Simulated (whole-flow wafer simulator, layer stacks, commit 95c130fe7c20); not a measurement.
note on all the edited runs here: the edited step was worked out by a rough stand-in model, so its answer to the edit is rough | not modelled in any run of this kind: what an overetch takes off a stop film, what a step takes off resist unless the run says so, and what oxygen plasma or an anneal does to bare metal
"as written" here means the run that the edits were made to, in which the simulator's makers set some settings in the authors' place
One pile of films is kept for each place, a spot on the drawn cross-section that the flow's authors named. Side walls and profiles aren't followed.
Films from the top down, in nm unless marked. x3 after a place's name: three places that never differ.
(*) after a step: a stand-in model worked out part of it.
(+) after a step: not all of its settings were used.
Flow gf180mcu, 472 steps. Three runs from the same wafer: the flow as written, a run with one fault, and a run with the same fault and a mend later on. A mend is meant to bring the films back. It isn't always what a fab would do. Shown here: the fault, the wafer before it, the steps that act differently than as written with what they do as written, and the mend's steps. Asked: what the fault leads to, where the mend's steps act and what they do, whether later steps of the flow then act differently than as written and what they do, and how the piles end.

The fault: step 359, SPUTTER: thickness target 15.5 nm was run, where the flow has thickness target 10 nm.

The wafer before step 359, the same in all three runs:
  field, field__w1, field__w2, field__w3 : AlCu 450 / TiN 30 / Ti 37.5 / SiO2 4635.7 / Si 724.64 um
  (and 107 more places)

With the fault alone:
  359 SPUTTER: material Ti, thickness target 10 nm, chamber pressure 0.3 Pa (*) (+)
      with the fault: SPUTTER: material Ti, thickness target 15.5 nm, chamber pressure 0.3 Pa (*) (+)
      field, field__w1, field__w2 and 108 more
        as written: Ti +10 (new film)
        with the fault: Ti +15.5 (new film)
  Later steps of the flow that act differently than as written (5 more steps differ only slightly, by at most 2% or 0.5 nm, whichever is larger, and aren't shown):
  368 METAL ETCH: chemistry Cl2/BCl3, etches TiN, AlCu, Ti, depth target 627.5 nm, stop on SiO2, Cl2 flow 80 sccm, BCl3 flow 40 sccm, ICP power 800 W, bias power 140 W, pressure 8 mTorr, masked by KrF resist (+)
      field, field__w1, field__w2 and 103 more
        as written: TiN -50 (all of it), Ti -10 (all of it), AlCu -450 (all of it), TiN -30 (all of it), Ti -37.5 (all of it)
        with the fault: TiN -50 (all of it), Ti -15.5 (all of it), AlCu -450 (all of it), TiN -30 (all of it), Ti -37.5 (all of it)
  At the end the piles differ from the flow's by more than 2% or 0.5 nm, whichever is larger, at field__w8, contact, m1, m1__w1, m1_nw.
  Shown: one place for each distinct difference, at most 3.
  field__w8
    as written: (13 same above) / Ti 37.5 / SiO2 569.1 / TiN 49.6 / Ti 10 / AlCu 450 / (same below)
    with the fault: (13 same above) / Ti 37.5 / SiO2 563.6 / TiN 49.6 / Ti 15.5 / AlCu 450 / (same below)
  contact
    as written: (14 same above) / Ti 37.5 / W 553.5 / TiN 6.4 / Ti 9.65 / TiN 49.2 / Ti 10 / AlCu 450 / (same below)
    with the fault: (14 same above) / Ti 37.5 / W 547.9 / TiN 6.42 / Ti 9.68 / TiN 49.2 / Ti 15.5 / AlCu 450 / (same below)

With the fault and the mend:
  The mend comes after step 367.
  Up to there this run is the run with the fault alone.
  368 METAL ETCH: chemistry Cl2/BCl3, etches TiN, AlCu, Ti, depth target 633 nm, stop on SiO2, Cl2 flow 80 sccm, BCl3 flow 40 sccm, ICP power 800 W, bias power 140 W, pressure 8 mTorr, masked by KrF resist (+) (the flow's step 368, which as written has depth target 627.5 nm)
      field, field__w1, field__w2 and 103 more
        TiN -50 (all of it), Ti -15.5 (all of it), AlCu -450 (all of it), TiN -30 (all of it), Ti -37.5 (all of it)
      field__w8, contact, m1, m1__w1, m1_nw
        KrF resist -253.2
  No later step of the flow acts differently than as written, at any place that is followed, by more than 2% or 0.5 nm, whichever is larger.
  At the end the piles differ from the flow's by more than 2% or 0.5 nm, whichever is larger, at field__w8, contact, m1, m1__w1, m1_nw.
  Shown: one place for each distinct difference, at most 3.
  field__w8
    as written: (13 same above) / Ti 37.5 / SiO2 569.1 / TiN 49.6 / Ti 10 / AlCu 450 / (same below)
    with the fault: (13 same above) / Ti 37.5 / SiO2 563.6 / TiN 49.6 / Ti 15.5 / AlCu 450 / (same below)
    with the mend: (13 same above) / Ti 37.5 / SiO2 563.6 / TiN 49.6 / Ti 15.5 / AlCu 450 / (same below)
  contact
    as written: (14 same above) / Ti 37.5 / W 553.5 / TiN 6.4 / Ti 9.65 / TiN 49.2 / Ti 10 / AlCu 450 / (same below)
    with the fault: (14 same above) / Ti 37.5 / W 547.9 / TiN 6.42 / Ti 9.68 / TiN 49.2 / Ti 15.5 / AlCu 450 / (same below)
    with the mend: (14 same above) / Ti 37.5 / W 547.9 / TiN 6.42 / Ti 9.68 / TiN 49.2 / Ti 15.5 / AlCu 450 / (same below)
